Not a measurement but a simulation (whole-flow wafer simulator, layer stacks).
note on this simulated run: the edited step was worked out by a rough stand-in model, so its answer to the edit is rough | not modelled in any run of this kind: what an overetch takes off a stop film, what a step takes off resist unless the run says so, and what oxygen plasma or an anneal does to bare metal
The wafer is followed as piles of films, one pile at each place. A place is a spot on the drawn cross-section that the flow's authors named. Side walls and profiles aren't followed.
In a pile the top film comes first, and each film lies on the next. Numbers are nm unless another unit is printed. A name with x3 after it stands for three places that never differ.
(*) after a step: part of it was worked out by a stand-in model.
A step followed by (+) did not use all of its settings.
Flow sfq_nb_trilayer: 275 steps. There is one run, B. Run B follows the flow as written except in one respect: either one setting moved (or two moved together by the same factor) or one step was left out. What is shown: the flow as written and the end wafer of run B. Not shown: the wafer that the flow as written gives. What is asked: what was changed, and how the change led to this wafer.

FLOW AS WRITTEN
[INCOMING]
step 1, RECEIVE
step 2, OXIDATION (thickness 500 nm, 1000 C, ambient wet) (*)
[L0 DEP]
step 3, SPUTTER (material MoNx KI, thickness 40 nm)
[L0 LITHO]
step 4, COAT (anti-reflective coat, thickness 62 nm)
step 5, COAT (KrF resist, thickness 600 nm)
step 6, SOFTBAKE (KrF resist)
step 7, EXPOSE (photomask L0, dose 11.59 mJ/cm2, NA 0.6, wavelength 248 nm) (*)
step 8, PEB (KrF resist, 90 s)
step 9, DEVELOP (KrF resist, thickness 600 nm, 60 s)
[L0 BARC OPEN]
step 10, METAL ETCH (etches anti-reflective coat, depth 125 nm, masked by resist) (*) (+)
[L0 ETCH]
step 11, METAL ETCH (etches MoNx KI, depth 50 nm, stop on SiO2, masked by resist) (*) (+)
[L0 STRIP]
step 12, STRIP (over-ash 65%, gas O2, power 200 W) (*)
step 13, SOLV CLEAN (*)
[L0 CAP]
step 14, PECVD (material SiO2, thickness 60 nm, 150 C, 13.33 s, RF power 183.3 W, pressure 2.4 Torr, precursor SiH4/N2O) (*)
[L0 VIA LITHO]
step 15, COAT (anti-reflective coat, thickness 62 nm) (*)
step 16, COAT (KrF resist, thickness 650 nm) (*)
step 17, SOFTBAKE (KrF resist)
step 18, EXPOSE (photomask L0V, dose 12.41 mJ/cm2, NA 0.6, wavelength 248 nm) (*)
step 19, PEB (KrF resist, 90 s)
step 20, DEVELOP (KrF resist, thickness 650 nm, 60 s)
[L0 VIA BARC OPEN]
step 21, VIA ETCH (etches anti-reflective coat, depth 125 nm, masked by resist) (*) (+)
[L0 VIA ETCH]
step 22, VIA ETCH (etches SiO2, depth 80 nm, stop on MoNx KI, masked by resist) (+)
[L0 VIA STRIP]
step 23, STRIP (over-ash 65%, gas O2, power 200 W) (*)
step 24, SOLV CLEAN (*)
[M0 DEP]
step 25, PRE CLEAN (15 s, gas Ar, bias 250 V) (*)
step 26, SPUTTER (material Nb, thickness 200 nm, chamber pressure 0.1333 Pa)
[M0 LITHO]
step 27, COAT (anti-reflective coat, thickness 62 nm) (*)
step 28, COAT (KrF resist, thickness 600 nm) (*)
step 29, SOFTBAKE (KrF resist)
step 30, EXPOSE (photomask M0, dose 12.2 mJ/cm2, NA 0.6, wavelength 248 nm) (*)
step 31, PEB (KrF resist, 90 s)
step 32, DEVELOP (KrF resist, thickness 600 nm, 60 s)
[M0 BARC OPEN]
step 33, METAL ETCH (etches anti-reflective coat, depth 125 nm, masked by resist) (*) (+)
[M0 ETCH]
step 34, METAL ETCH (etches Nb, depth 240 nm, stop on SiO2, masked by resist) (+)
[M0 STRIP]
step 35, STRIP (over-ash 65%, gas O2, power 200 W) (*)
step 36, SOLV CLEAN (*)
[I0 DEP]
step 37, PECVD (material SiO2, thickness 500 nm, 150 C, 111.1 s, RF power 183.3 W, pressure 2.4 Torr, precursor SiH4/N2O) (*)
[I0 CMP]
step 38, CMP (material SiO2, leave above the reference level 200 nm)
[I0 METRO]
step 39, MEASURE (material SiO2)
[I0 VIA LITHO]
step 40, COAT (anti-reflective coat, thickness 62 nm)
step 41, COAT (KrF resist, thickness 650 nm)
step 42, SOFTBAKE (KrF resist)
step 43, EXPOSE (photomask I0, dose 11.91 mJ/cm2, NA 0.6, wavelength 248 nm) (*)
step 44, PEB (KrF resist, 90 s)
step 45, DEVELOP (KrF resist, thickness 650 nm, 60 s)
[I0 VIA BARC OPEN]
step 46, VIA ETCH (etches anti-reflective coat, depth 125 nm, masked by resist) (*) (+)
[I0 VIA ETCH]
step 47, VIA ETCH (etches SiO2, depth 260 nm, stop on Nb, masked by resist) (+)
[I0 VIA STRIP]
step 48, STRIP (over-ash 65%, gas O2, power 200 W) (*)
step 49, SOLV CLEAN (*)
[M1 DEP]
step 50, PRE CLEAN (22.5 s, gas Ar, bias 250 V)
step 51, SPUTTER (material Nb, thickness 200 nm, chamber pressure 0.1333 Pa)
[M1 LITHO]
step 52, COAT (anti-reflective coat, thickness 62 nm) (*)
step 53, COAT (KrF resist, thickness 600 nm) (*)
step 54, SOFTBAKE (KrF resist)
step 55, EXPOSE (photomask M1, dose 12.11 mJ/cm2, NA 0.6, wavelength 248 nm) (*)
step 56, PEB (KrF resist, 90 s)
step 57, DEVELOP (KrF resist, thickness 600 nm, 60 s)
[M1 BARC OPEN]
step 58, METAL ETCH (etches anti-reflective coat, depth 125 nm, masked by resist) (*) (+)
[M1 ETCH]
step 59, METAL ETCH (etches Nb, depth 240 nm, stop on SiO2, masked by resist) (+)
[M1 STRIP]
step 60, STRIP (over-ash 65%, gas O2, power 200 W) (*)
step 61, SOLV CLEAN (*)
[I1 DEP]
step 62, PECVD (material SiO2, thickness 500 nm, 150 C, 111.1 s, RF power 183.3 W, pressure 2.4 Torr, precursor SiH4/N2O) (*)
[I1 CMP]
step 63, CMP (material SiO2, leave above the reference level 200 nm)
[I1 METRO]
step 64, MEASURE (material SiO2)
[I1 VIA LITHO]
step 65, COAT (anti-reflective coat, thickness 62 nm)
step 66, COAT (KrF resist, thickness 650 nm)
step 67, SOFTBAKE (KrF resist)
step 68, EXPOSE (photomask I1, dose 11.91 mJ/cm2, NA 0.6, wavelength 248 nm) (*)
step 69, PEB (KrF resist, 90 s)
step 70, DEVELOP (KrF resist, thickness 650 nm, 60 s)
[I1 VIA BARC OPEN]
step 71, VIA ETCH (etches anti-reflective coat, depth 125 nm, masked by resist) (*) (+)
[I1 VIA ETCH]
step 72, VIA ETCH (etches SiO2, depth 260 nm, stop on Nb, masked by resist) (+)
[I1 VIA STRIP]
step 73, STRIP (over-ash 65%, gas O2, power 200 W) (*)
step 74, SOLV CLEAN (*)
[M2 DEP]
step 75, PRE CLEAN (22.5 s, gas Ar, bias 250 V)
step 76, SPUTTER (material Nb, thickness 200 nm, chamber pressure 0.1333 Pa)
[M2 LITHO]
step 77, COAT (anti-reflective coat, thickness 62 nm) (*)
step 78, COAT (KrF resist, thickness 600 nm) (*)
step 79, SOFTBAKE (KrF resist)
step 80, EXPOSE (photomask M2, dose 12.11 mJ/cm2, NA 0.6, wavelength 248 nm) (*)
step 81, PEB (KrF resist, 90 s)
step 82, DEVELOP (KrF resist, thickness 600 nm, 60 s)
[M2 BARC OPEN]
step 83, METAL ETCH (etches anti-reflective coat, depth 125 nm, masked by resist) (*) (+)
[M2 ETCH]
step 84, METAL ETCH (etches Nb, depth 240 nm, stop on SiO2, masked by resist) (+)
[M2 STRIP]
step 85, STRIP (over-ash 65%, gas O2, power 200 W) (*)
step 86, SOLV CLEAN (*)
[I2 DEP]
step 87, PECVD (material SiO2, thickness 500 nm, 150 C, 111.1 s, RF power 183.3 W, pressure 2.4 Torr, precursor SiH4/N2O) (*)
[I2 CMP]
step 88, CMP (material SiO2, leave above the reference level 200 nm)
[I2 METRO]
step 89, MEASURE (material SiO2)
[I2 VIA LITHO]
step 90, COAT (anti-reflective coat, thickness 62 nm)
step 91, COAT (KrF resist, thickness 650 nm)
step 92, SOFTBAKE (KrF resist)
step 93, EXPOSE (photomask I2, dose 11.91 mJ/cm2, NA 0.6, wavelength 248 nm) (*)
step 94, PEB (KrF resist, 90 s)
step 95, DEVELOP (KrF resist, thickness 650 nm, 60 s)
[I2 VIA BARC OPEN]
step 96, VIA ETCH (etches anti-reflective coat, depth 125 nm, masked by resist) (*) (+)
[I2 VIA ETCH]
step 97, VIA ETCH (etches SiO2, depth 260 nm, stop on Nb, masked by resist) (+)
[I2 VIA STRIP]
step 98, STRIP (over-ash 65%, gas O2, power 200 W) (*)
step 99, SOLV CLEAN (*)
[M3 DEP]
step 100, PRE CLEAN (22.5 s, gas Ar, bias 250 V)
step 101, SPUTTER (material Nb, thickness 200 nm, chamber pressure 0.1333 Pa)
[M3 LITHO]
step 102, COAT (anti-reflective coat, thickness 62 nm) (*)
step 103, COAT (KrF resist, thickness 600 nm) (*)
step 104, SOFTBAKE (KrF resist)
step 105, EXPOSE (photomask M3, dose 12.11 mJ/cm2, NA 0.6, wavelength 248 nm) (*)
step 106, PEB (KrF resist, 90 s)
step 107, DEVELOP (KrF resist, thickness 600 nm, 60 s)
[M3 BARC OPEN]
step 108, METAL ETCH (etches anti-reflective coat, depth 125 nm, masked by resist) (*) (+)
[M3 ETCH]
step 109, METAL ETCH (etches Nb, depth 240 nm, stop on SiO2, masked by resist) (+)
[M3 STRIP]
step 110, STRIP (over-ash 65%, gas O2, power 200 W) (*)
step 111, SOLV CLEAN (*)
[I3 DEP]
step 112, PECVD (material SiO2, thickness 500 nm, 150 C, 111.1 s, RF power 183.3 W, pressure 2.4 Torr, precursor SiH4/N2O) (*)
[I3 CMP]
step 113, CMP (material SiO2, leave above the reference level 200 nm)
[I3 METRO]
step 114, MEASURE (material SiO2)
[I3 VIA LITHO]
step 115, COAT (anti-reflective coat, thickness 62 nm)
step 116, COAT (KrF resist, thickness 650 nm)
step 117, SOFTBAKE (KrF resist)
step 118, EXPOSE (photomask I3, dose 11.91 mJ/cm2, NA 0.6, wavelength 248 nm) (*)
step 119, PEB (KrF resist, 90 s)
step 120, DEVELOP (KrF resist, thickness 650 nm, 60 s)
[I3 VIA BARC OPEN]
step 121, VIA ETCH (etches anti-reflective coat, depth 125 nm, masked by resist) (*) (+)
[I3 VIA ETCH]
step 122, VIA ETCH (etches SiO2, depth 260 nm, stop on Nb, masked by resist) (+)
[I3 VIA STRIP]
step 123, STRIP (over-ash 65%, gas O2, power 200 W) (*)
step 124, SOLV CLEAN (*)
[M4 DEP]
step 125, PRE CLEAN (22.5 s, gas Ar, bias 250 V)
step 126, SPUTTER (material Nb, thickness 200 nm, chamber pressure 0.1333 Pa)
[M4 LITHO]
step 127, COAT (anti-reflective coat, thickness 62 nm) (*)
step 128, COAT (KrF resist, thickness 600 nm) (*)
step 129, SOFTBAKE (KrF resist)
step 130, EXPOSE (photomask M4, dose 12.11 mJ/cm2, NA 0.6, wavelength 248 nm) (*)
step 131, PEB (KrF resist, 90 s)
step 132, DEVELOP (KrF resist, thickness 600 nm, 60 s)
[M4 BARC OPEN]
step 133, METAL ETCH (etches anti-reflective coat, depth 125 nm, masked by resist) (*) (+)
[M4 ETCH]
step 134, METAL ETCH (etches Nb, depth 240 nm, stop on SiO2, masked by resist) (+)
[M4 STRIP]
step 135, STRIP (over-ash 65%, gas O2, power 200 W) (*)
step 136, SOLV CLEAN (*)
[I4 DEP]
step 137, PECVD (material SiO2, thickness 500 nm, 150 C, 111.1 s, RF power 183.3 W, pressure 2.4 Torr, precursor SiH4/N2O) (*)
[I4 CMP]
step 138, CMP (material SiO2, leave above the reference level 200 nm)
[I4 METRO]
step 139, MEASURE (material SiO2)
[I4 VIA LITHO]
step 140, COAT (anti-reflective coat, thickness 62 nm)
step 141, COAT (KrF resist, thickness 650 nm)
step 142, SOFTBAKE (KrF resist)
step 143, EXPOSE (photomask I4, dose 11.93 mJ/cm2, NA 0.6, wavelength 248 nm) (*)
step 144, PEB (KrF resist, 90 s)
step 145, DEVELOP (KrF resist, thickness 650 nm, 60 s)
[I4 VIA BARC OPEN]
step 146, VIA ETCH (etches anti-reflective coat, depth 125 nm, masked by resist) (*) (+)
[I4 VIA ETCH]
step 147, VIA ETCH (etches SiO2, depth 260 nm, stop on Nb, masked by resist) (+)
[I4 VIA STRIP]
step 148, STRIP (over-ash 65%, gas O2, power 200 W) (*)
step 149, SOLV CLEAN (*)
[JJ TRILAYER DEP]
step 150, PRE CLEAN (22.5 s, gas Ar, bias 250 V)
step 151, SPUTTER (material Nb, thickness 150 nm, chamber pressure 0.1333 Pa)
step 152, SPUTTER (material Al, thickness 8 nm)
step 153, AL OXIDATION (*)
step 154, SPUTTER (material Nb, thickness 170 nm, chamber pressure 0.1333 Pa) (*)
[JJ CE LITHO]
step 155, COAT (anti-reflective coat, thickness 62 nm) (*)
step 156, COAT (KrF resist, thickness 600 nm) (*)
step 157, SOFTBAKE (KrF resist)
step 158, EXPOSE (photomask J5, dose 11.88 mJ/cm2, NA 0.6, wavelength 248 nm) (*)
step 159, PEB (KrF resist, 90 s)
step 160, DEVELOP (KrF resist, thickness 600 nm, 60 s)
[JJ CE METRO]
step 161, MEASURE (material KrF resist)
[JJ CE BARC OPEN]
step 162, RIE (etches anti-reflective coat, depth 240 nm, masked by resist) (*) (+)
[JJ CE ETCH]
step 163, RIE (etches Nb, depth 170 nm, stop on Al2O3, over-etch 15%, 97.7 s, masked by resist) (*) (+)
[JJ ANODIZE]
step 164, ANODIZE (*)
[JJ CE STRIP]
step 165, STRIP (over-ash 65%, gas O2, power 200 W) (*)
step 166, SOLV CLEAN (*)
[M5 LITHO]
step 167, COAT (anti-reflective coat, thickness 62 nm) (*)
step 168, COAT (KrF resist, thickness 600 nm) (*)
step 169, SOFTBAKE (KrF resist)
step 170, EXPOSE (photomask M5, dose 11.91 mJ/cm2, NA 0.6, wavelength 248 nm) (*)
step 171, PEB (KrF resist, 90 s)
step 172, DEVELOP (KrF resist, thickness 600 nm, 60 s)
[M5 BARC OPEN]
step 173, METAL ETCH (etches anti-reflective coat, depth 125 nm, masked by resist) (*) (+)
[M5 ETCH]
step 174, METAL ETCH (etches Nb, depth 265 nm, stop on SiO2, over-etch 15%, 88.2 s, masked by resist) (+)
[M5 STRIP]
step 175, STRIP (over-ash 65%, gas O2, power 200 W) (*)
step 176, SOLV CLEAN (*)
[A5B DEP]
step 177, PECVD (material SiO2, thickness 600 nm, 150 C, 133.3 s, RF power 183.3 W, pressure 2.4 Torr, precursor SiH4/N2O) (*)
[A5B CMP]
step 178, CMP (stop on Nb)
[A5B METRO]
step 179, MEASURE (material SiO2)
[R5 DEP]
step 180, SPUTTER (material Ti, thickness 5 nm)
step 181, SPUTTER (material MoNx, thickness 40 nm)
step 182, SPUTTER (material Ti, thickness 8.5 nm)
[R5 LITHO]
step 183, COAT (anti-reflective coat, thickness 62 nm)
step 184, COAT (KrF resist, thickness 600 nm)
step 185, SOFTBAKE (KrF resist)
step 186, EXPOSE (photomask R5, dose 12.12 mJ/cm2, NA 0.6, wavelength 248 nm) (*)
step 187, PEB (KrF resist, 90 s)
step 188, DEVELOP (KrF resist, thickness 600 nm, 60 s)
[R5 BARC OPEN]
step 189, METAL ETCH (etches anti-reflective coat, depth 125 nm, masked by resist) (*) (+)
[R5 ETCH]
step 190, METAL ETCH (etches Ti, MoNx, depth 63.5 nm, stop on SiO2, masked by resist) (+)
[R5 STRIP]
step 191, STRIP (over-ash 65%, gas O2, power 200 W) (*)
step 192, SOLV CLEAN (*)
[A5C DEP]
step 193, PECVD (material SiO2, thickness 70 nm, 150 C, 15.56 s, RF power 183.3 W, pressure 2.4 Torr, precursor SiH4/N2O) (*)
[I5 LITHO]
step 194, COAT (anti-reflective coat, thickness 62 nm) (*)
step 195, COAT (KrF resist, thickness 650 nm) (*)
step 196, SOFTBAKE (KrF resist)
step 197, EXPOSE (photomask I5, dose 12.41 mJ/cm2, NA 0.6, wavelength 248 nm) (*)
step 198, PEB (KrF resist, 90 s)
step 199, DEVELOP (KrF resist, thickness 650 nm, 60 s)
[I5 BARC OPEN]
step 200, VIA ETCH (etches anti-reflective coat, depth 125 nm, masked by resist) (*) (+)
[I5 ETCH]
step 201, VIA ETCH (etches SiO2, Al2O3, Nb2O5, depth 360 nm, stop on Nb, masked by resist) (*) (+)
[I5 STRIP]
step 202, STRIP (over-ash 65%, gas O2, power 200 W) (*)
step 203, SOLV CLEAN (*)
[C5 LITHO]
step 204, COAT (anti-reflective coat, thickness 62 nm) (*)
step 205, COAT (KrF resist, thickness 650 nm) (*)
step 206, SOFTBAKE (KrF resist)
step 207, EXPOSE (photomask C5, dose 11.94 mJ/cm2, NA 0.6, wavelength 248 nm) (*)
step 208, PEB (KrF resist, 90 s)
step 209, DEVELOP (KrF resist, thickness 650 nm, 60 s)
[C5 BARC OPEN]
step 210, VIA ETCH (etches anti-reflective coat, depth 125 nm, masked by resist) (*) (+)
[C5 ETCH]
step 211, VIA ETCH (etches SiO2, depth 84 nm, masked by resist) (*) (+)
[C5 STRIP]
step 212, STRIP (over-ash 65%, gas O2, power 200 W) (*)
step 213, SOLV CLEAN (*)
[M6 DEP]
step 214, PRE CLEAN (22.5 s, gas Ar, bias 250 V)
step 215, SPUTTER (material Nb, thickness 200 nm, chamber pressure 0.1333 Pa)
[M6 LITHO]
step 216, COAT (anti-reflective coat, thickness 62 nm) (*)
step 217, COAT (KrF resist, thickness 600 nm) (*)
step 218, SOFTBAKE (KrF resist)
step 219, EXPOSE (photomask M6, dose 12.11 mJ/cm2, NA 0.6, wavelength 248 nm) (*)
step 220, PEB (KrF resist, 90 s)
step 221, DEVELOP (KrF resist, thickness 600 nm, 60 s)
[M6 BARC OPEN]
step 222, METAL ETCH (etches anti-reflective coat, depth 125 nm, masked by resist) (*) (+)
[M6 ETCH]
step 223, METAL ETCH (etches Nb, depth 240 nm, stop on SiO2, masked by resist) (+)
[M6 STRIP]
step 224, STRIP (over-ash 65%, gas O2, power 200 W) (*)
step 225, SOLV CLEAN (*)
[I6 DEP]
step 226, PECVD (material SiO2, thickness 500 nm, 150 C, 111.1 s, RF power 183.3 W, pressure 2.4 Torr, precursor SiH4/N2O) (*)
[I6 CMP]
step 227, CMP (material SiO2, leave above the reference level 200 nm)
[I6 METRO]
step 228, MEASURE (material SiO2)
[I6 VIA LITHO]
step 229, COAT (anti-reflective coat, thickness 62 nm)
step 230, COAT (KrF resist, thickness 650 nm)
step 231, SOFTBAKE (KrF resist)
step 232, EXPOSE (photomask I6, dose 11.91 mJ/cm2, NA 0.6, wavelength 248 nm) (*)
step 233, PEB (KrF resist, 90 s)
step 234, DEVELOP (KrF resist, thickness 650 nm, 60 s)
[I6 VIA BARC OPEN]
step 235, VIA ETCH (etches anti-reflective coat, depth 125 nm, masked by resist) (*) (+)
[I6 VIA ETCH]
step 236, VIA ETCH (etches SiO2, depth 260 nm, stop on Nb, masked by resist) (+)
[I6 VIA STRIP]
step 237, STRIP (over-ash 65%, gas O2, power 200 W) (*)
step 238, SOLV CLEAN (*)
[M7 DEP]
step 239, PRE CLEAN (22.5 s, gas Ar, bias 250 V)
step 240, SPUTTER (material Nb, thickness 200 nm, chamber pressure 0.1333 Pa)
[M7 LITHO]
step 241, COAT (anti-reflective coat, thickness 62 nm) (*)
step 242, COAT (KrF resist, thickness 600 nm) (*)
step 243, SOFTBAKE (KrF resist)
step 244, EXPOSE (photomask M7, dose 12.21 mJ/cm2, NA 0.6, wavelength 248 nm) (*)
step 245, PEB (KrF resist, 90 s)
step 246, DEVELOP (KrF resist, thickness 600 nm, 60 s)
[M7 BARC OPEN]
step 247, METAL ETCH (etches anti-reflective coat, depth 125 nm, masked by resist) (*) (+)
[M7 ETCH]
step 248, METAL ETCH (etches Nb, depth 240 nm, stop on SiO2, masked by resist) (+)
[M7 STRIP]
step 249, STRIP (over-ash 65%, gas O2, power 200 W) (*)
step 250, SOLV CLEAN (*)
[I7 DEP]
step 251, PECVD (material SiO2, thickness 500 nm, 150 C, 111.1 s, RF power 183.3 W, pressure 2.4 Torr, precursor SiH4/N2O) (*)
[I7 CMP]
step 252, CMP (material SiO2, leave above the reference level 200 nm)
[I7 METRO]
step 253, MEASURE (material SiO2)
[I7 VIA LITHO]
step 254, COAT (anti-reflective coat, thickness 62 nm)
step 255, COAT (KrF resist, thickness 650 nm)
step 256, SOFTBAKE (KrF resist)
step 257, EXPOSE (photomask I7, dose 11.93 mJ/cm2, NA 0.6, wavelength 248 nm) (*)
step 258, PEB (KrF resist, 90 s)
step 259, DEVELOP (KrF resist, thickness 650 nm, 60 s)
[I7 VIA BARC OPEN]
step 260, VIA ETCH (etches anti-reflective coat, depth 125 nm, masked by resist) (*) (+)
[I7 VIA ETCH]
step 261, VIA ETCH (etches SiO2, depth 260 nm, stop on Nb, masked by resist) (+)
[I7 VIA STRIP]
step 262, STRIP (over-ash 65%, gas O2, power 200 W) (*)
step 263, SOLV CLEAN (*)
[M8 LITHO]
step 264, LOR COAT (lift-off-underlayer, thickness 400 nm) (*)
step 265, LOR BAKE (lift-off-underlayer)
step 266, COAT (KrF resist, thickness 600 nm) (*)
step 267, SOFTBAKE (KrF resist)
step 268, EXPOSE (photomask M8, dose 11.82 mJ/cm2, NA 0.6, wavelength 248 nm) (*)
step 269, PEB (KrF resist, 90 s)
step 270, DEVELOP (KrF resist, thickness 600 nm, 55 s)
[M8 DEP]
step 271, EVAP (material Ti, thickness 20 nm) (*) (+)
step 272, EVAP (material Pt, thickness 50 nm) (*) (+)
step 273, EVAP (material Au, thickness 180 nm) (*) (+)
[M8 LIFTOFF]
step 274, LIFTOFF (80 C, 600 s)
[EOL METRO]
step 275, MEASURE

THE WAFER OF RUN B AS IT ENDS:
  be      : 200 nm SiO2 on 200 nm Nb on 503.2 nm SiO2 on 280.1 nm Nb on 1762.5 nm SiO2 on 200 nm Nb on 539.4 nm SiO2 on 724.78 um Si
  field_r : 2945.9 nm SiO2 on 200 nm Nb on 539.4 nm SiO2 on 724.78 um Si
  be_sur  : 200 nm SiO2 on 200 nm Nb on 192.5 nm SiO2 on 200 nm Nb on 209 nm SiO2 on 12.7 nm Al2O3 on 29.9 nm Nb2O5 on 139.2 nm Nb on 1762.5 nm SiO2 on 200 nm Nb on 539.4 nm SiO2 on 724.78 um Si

The reason: step 14, PECVD: thickness 44.4 nm was run, whereas the flow has thickness 60 nm; step 14, PECVD: 9.867 s was run, where the flow has 13.33 s.

How this came from the change, step by step:
  step 14, PECVD (material SiO2, thickness 60 nm, 150 C, 13.33 s, RF power 183.3 W, pressure 2.4 Torr, precursor SiH4/N2O) (*)
      v_sur, via_wl, via_w and 97 more: SiO2 gains 44.4 (as written it would have been: SiO2 gains 60)
      field_l, l0_sur, l0v, l0r_line_l, l0r_line_c, l0r_line_r: SiO2 gains 44.4 (new film) (as written it would have been: SiO2 gains 60 (new film))
  step 22, VIA ETCH (etches SiO2, depth 80 nm, stop on MoNx KI, masked by resist) (+)
      field_l, v_sur, via_wl and 102 more: KrF resist loses 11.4 (as written it would have been: KrF resist loses 13.8)
      l0v: SiO2 loses 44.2 (all of it) (as written it would have been: SiO2 loses 59.8 (all of it))
  step 26, SPUTTER (material Nb, thickness 200 nm, chamber pressure 0.1333 Pa)
      l0v: Nb gains 200 (new film) (as written it would have been: Nb gains 195.7 (new film))
  step 27, COAT (anti-reflective coat, thickness 62 nm) (*)
      l0_sur: anti-reflective coat gains 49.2 (new film) (as written it would have been: anti-reflective coat gains 47.5 (new film))
      l0v: anti-reflective coat gains 72.8 (new film) (as written it would have been: anti-reflective coat gains 78 (new film))
  step 35, STRIP (over-ash 65%, gas O2, power 200 W) (*)
      l0_sur: KrF resist loses 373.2 (all of it), anti-reflective coat loses 49.2 (all of it) (as written it would have been: KrF resist loses 372 (all of it), anti-reflective coat loses 47.5 (all of it))
      l0v: KrF resist loses 394.6 (all of it), anti-reflective coat loses 72.8 (all of it) (as written it would have been: KrF resist loses 405.3 (all of it), anti-reflective coat loses 78 (all of it))
  step 38, CMP (material SiO2, leave above the reference level 200 nm)
      l0v: SiO2 loses 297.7 (as written it would have been: SiO2 loses 277.8)
